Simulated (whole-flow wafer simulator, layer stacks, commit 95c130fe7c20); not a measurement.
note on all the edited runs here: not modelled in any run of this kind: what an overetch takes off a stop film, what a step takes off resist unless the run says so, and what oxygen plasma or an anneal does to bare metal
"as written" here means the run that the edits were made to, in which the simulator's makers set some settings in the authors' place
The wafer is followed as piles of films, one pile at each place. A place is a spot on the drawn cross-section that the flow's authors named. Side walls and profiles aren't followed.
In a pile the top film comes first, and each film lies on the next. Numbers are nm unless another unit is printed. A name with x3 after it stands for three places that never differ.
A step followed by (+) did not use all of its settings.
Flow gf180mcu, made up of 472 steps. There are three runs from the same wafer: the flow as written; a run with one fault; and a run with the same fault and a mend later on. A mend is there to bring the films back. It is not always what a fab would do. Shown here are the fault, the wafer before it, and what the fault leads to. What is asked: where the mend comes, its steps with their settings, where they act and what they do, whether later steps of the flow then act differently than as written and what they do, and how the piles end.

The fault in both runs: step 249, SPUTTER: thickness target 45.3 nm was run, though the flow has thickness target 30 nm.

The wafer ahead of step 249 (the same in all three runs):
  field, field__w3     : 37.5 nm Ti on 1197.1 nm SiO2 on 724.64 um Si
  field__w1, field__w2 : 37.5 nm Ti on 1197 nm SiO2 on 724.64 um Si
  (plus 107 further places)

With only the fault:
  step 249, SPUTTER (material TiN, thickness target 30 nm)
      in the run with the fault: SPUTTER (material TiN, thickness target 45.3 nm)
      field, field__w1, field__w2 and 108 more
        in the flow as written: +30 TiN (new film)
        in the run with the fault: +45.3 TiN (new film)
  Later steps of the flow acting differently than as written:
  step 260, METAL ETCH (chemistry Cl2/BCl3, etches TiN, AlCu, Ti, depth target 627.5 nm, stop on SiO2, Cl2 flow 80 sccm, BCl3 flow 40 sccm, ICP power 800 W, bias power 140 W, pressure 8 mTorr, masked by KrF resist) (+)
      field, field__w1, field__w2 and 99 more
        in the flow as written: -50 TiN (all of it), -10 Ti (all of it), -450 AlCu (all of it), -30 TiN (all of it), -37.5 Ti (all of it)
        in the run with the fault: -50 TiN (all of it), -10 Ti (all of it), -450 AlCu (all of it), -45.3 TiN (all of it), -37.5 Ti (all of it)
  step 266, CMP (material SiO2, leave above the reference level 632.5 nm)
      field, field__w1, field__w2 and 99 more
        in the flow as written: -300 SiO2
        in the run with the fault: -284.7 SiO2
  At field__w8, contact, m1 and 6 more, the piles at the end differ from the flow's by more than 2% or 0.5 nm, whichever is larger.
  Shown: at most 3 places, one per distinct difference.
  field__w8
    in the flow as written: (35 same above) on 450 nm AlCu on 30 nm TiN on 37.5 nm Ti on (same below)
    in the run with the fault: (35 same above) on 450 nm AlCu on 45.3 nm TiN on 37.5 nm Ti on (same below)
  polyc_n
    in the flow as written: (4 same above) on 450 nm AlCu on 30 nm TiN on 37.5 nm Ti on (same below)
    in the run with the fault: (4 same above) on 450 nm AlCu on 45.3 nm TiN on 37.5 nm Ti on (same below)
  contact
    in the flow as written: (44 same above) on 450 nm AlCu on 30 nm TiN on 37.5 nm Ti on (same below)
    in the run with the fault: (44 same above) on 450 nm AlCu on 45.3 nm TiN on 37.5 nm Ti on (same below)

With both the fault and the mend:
  After step 249 comes the mend.
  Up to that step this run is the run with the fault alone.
  step 249a, METAL ETCH (chemistry Cl2/BCl3, etches TiN, AlCu, Ti, depth target 15.3 nm, Cl2 flow 80 sccm, BCl3 flow 40 sccm, ICP power 800 W, bias power 140 W, pressure 8 mTorr)
      field, field__w1, field__w2 and 108 more
        -15.3 TiN
  Later steps of the flow that are run all act as written at every place that is followed.
  At every place that both follow, the piles at the end match the flow's.
